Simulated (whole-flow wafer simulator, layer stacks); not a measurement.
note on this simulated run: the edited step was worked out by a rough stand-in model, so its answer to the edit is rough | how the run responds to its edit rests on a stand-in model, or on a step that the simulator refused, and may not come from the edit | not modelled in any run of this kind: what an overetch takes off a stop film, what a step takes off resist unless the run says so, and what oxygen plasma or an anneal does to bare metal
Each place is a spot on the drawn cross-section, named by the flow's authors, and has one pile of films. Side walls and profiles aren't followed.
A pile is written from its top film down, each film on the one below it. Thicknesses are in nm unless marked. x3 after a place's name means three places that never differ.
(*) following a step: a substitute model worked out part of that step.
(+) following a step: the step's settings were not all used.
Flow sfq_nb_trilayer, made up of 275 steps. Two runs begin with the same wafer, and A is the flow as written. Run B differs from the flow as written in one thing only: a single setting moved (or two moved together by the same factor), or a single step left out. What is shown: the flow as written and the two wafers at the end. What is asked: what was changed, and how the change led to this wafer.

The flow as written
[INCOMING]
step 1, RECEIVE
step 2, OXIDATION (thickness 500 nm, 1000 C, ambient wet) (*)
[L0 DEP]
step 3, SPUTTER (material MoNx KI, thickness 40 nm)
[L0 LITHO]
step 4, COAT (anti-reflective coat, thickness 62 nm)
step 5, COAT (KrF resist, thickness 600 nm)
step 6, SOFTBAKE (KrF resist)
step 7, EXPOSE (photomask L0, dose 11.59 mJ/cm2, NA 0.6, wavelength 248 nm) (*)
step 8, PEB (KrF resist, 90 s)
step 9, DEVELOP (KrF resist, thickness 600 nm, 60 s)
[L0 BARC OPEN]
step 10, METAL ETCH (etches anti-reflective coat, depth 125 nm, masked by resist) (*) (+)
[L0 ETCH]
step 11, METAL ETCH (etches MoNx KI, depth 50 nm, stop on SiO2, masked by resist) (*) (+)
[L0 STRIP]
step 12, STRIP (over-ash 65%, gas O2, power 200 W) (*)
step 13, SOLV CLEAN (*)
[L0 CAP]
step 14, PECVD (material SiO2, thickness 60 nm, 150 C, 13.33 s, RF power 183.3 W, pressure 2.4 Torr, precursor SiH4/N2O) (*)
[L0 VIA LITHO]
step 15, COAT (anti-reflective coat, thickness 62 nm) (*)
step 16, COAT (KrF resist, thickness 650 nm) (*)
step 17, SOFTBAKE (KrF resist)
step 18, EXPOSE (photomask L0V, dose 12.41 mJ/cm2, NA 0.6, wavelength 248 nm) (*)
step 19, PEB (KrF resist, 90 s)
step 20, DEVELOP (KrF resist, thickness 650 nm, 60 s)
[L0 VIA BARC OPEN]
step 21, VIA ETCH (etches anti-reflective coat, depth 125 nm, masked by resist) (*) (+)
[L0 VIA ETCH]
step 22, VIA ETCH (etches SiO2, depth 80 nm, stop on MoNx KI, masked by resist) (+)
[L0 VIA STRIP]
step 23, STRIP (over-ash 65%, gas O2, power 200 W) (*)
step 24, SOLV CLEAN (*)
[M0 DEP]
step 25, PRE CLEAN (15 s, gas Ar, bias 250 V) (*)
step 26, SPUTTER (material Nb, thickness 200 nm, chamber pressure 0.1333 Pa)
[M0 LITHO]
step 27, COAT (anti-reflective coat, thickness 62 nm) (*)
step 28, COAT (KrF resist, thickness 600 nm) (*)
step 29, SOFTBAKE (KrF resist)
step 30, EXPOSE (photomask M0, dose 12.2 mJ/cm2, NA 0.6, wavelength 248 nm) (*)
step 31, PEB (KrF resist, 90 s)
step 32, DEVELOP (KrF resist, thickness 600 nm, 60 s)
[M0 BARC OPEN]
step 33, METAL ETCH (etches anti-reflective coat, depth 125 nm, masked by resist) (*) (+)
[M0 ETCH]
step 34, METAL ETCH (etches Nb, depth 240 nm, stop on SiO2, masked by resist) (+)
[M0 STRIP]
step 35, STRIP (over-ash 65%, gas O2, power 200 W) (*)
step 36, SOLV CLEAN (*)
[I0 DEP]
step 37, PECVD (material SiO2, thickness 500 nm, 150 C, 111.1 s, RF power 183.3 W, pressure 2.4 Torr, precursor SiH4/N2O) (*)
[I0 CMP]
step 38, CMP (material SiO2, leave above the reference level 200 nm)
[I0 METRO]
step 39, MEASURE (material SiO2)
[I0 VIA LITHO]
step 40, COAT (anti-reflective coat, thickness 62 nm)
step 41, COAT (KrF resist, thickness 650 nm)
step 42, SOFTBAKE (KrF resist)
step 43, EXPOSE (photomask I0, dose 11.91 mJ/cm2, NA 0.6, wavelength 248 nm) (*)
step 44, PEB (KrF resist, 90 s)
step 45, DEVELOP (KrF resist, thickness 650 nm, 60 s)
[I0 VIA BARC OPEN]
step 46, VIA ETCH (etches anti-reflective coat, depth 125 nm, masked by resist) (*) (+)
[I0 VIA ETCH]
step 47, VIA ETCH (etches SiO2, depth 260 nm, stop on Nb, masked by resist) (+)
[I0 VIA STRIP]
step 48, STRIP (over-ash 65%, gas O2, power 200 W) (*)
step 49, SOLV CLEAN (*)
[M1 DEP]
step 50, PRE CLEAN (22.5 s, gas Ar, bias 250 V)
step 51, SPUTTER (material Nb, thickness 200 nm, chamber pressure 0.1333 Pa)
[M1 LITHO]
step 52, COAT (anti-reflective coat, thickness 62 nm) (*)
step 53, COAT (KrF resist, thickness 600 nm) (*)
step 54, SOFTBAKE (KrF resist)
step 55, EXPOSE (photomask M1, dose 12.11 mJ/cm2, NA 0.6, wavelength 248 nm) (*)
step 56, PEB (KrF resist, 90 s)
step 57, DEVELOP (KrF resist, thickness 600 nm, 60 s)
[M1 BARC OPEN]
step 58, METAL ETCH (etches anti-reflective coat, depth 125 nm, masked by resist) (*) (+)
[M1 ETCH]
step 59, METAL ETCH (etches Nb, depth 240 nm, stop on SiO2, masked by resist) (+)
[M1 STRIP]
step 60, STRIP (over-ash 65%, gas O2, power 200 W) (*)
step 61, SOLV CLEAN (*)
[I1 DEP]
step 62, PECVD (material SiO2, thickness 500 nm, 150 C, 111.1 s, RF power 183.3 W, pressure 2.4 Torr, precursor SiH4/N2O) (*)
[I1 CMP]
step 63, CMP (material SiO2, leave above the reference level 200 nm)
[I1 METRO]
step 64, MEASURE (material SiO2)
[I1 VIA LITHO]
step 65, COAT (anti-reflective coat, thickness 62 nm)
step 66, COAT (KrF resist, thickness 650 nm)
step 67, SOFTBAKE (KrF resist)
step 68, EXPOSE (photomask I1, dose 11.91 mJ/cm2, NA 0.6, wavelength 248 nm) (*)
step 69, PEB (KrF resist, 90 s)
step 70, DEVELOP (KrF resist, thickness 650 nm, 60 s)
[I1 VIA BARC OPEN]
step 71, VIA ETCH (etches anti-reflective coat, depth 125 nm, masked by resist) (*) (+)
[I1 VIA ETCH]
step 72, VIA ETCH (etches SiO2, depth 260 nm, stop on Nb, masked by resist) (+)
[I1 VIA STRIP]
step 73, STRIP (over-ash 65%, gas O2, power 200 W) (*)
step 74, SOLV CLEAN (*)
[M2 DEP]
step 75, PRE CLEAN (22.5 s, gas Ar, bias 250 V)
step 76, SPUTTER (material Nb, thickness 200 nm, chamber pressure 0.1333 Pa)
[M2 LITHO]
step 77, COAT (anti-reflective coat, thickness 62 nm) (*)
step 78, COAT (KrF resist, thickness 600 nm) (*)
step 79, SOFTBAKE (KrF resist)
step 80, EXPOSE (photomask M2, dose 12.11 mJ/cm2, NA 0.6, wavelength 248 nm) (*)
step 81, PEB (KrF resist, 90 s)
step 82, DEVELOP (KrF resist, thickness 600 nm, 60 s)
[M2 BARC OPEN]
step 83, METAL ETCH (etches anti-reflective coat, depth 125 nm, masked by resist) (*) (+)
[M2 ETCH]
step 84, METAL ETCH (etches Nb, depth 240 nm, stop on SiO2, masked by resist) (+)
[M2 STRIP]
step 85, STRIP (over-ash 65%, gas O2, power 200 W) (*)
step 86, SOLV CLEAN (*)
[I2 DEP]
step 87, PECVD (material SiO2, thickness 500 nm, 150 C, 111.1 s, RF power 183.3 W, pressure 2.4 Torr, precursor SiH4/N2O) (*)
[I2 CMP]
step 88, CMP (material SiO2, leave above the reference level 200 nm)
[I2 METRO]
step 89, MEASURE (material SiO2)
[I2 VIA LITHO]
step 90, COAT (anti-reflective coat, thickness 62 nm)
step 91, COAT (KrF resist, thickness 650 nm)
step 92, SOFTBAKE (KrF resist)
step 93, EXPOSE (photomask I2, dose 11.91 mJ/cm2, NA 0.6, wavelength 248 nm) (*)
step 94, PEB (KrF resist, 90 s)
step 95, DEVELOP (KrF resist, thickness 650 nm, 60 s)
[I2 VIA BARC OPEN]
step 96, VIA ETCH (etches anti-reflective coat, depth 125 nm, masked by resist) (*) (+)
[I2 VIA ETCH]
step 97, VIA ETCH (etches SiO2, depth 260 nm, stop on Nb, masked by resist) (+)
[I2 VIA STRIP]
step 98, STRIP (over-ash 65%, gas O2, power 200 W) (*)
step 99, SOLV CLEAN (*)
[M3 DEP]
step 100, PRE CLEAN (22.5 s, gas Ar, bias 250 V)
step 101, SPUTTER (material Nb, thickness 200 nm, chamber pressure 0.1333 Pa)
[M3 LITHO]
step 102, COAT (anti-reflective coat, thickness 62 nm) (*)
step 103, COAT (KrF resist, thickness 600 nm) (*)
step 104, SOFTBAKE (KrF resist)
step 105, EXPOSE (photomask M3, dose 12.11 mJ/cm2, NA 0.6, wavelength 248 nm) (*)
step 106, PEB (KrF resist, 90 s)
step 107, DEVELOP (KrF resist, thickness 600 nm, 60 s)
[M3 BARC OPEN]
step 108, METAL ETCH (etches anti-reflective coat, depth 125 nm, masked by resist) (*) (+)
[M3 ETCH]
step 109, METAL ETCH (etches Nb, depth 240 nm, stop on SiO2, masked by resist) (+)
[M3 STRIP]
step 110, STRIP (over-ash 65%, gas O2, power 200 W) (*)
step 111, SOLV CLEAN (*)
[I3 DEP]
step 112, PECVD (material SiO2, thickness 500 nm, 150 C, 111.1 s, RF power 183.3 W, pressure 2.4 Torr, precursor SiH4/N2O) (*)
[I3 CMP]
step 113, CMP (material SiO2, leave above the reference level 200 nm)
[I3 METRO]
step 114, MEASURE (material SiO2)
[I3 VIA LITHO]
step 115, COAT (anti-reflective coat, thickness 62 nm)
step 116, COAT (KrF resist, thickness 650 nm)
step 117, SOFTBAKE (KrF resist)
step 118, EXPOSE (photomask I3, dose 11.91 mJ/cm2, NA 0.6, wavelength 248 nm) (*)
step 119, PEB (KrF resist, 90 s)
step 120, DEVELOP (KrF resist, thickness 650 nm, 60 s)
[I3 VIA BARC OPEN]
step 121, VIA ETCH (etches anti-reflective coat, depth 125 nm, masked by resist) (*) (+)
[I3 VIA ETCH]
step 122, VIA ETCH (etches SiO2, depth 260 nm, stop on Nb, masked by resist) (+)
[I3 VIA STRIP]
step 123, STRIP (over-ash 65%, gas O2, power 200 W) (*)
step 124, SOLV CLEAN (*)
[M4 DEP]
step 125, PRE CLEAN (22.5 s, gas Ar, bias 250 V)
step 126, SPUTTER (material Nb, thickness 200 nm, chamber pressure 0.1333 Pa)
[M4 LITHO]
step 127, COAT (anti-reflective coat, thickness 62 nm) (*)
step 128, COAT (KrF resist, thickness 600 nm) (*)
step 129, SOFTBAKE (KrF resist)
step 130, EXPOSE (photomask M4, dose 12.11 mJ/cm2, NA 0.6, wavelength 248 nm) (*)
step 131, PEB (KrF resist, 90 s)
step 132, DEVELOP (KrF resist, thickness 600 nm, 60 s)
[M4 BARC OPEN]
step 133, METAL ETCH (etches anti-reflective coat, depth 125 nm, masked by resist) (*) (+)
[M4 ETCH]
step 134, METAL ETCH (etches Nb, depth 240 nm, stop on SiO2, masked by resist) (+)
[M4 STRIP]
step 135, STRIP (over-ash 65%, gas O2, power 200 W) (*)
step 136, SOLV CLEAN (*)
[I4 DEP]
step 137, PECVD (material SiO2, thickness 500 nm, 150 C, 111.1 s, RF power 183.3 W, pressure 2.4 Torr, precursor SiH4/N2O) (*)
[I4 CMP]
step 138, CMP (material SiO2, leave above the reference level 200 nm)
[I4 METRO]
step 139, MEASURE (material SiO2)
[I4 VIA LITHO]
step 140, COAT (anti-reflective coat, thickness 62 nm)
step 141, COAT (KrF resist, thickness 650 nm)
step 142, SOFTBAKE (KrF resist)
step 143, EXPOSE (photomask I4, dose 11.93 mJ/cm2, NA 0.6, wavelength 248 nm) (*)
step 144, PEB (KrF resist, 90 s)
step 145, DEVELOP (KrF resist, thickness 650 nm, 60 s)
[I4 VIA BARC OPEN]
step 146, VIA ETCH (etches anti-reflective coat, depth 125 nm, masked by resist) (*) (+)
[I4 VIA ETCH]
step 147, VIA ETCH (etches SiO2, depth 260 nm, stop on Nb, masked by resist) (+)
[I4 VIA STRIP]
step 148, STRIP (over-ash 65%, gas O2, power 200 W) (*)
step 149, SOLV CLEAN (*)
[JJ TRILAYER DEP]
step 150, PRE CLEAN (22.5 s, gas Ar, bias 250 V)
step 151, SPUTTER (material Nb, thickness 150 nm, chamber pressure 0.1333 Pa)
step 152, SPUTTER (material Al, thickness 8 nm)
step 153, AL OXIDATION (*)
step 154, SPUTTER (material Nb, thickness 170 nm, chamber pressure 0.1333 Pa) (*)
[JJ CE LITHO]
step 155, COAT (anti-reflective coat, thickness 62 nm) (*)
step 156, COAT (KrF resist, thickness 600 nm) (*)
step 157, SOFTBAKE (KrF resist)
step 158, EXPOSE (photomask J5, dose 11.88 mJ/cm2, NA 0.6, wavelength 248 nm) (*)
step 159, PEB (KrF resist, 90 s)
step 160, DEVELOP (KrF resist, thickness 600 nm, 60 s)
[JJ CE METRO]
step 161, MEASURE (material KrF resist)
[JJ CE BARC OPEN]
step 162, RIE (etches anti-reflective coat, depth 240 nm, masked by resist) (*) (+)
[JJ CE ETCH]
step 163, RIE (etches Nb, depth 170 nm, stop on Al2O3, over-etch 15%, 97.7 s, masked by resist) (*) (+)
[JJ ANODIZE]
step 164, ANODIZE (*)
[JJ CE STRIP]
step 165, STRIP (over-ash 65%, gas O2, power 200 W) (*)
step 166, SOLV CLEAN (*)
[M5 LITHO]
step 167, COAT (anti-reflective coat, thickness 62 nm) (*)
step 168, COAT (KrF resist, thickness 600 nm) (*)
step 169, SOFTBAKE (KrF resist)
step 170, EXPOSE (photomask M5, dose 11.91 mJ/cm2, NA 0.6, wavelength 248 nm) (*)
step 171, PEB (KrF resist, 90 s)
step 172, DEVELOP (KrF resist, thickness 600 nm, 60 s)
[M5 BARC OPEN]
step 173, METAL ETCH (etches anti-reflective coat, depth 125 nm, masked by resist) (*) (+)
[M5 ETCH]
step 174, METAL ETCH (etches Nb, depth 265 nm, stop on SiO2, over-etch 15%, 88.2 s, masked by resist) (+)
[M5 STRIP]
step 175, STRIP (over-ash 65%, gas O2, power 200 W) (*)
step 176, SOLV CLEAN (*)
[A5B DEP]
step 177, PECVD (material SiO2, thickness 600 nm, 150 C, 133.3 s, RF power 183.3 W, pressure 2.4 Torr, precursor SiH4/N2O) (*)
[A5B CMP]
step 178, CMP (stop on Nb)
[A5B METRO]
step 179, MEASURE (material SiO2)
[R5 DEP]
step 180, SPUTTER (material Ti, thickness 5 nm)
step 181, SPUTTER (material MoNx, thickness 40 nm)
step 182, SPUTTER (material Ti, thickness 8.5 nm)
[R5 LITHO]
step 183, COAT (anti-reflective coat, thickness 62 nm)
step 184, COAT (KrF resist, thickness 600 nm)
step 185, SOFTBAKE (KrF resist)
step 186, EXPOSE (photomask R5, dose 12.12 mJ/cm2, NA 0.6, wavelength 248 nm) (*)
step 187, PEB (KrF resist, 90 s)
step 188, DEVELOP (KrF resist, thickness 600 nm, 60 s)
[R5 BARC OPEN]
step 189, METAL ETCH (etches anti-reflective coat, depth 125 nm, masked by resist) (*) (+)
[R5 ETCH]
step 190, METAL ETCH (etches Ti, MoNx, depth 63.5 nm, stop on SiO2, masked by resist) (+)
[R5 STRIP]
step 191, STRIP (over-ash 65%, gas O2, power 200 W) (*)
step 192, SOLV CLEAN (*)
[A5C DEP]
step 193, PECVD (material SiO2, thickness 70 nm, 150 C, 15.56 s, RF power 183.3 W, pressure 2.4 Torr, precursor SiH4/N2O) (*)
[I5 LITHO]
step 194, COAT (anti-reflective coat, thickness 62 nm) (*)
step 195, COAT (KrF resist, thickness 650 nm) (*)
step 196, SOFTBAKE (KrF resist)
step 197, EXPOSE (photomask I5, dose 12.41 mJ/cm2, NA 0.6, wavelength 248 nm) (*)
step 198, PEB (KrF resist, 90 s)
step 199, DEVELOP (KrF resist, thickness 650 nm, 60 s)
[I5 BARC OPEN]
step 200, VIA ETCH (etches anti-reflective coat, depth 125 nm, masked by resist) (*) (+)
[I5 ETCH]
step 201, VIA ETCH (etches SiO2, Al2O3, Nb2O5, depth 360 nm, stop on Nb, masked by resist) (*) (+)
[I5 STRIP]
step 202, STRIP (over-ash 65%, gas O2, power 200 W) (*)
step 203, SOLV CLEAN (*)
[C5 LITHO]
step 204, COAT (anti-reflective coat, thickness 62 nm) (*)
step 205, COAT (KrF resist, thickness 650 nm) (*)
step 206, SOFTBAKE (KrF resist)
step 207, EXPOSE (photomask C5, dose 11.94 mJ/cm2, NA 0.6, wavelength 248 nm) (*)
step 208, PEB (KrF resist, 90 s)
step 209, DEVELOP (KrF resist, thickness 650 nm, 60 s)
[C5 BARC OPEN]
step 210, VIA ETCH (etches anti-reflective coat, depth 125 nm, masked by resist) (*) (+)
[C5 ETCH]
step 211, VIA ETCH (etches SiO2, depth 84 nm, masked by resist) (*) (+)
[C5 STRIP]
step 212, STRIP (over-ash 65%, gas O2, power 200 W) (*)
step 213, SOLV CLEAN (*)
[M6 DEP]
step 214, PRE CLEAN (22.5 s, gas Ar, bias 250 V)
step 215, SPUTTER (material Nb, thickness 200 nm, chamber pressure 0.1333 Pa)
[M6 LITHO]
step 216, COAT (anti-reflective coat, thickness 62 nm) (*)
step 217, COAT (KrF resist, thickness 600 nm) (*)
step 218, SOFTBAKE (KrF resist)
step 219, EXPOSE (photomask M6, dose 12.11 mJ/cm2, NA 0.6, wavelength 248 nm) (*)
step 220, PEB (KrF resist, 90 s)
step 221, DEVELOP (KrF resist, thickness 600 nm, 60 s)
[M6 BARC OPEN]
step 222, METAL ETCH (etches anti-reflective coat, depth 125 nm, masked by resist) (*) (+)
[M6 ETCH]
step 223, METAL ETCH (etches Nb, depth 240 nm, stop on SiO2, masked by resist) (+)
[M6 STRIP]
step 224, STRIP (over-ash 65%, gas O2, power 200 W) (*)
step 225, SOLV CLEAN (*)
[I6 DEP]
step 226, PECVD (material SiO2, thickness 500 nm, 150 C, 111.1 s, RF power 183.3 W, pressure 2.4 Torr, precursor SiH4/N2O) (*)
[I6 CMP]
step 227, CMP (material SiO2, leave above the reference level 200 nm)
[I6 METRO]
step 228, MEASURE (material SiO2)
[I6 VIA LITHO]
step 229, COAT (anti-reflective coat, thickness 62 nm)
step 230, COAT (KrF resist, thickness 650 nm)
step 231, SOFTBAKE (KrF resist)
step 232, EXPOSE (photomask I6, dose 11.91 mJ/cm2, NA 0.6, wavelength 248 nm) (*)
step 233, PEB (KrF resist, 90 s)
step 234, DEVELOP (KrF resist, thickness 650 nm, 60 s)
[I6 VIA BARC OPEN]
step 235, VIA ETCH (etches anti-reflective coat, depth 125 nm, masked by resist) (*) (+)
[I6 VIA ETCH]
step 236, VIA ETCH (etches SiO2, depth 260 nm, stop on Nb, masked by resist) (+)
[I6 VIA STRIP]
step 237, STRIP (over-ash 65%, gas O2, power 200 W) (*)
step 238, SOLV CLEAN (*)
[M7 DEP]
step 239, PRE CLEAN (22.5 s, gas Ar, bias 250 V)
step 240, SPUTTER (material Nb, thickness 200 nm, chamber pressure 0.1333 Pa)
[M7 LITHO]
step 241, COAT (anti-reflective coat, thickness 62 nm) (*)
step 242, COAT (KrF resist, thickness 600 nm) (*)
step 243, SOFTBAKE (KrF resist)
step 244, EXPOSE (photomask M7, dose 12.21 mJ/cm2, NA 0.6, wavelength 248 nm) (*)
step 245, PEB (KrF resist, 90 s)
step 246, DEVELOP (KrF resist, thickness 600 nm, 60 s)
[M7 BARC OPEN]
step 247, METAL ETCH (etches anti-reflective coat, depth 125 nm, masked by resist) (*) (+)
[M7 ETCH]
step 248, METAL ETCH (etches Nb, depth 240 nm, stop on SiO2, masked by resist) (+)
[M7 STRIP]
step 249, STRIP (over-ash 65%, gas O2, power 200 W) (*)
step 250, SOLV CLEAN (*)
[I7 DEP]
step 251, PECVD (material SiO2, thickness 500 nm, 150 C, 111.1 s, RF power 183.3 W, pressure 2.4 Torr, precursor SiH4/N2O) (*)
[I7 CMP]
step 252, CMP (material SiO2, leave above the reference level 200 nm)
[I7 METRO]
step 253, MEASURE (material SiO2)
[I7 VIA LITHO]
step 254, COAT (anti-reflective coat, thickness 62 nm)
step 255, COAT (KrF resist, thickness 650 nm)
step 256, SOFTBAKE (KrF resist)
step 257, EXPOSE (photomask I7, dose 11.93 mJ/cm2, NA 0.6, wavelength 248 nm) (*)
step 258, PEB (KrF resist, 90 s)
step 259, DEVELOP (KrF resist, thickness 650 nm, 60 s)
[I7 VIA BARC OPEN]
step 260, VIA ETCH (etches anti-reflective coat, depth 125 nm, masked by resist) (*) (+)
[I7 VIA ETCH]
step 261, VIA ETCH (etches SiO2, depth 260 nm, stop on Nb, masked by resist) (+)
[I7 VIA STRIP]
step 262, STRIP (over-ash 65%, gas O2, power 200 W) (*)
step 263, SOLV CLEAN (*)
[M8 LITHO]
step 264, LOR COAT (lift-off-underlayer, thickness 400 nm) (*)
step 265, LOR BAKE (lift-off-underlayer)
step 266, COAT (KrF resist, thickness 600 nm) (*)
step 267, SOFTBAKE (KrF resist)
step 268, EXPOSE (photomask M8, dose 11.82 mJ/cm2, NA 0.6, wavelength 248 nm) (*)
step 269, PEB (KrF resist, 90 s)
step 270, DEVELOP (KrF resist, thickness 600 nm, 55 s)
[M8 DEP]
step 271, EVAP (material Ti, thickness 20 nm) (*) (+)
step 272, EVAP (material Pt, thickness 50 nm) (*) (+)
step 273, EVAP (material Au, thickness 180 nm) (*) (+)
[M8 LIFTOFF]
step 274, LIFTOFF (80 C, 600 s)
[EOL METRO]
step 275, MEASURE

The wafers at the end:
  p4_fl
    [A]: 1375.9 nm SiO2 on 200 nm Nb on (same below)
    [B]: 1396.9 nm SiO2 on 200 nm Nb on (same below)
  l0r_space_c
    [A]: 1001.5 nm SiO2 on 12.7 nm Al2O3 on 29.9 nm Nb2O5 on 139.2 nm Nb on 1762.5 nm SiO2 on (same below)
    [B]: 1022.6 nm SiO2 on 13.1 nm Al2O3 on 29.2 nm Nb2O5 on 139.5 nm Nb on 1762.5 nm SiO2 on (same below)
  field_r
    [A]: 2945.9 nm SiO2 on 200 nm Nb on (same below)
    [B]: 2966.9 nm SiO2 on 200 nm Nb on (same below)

The reason: step 154, SPUTTER: thickness 191 nm was run, whereas the flow has thickness 170 nm.

Step by step, how the change led to this:
  step 154, SPUTTER (material Nb, thickness 170 nm, chamber pressure 0.1333 Pa) (*)
      field_l, v_sur, via_sp and 100 more: A +170 Nb (new film) | B +191 Nb (new film)
      via_wl, via_wr: A +140.7 Nb (new film) | B +158.2 Nb (new film)
      (and at 1 other place as well)
  step 155, COAT (anti-reflective coat, thickness 62 nm) (*)
      via_wl, via_wr: A +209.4 anti-reflective coat (new film) | B +215.3 anti-reflective coat (new film)
  step 162, RIE (etches anti-reflective coat, depth 240 nm, masked by resist) (*) (+)
      ce_l, c5j, ce_r, wl_jj: A -209.4 KrF resist | B -215.3 KrF resist
      via_wl, via_wr: A -209.4 anti-reflective coat (all of it) | B -215.3 anti-reflective coat (all of it)
  step 163, RIE (etches Nb, depth 170 nm, stop on Al2O3, over-etch 15%, 97.7 s, masked by resist) (*) (+)
      field_l, v_sur, via_sp and 96 more: A -170 Nb (all of it), -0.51 Al2O3 | B -191 Nb (all of it), -0.09 Al2O3
      via_wl, via_wr: A -140.7 Nb (all of it), -0.96 Al2O3 (all of it) | B -158.2 Nb (all of it), -0.96 Al2O3 (all of it)
      (and at 1 other place as well)
  step 164, ANODIZE (*)
      field_l, v_sur, via_sp and 96 more: A +12.2 Al2O3, +29.9 Nb2O5 (new film), -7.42 Al (all of it), -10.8 Nb | B +12.2 Al2O3, +29.2 Nb2O5 (new film), -7.42 Al (all of it), -10.5 Nb
  step 165, STRIP (over-ash 65%, gas O2, power 200 W) (*)
      c5j, ce_r: A -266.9 KrF resist (all of it), -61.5 anti-reflective coat (all of it) | B -261 KrF resist (all of it), -61.5 anti-reflective coat (all of it)
      ce_l: A -266.8 KrF resist (all of it), -61.4 anti-reflective coat (all of it) | B -260.9 KrF resist (all of it), -61.4 anti-reflective coat (all of it)
      (and at 1 other place as well)
  step 167, COAT (anti-reflective coat, thickness 62 nm) (*)
      wl_j_sl, wl_j_sr: A +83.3 anti-reflective coat (new film) | B +86.3 anti-reflective coat (new film)
      jj_sur: A +82.6 anti-reflective coat (new film) | B +85.1 anti-reflective coat (new film)
      (and at 5 other places as well)
  step 168, COAT (KrF resist, thickness 600 nm) (*)
      ce_l: A +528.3 KrF resist (new film) | B +514.9 KrF resist (new film)
      c5j: A +507.6 KrF resist (new film) | B +495.4 KrF resist (new film)
      (and at 2 other places as well)
  step 174, METAL ETCH (etches Nb, depth 265 nm, stop on SiO2, over-etch 15%, 88.2 s, masked by resist) (+)
      field_l, r_sur, res and 50 more: A -12.6 Al2O3 (all of it), -29.9 Nb2O5 (all of it), -139.2 Nb (all of it), -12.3 SiO2 | B -13 Al2O3 (all of it), -29.2 Nb2O5 (all of it), -139.5 Nb (all of it), -12.3 SiO2
  step 175, STRIP (over-ash 65%, gas O2, power 200 W) (*)
      wl_j_sl, wl_j_sr: A -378 KrF resist (all of it), -83.3 anti-reflective coat (all of it) | B -379.6 KrF resist (all of it), -86.3 anti-reflective coat (all of it)
      jj_sur: A -374.7 KrF resist (all of it), -82.6 anti-reflective coat (all of it) | B -376.2 KrF resist (all of it), -85.1 anti-reflective coat (all of it)
      (and at 5 other places as well)
  step 178, CMP (stop on Nb)
      v_sur, via_sp, via_v and 43 more: A -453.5 SiO2 | B -432.4 SiO2
      field_l, p4_fl, p4_fm and 39 more: A -259.3 SiO2 | B -238.3 SiO2
      (and at 14 other places as well)
  step 201, VIA ETCH (etches SiO2, Al2O3, Nb2O5, depth 360 nm, stop on Nb, masked by resist) (*) (+)
      be: A -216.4 SiO2 (all of it), -12.7 Al2O3 (all of it), -29.9 Nb2O5 (all of it) | B -237.4 SiO2 (all of it), -13.1 Al2O3 (all of it), -29.2 Nb2O5 (all of it)
  step 204, COAT (anti-reflective coat, thickness 62 nm) (*)
      be: A +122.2 anti-reflective coat (new film) | B +125.3 anti-reflective coat (new film)
  step 212, STRIP (over-ash 65%, gas O2, power 200 W) (*)
      be: A -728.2 KrF resist (all of it), -122.2 anti-reflective coat (all of it) | B -743 KrF resist (all of it), -125.3 anti-reflective coat (all of it)
  step 215, SPUTTER (material Nb, thickness 200 nm, chamber pressure 0.1333 Pa)
      be: A +147.3 Nb | B +142.7 Nb
  step 216, COAT (anti-reflective coat, thickness 62 nm) (*)
      be: A +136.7 anti-reflective coat (new film) | B +140.7 anti-reflective coat (new film)
  ... 2 further steps ...
  step 226, PECVD (material SiO2, thickness 500 nm, 150 C, 111.1 s, RF power 183.3 W, pressure 2.4 Torr, precursor SiH4/N2O) (*)
      be: A +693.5 SiO2 (new film) | B +718.8 SiO2 (new film)
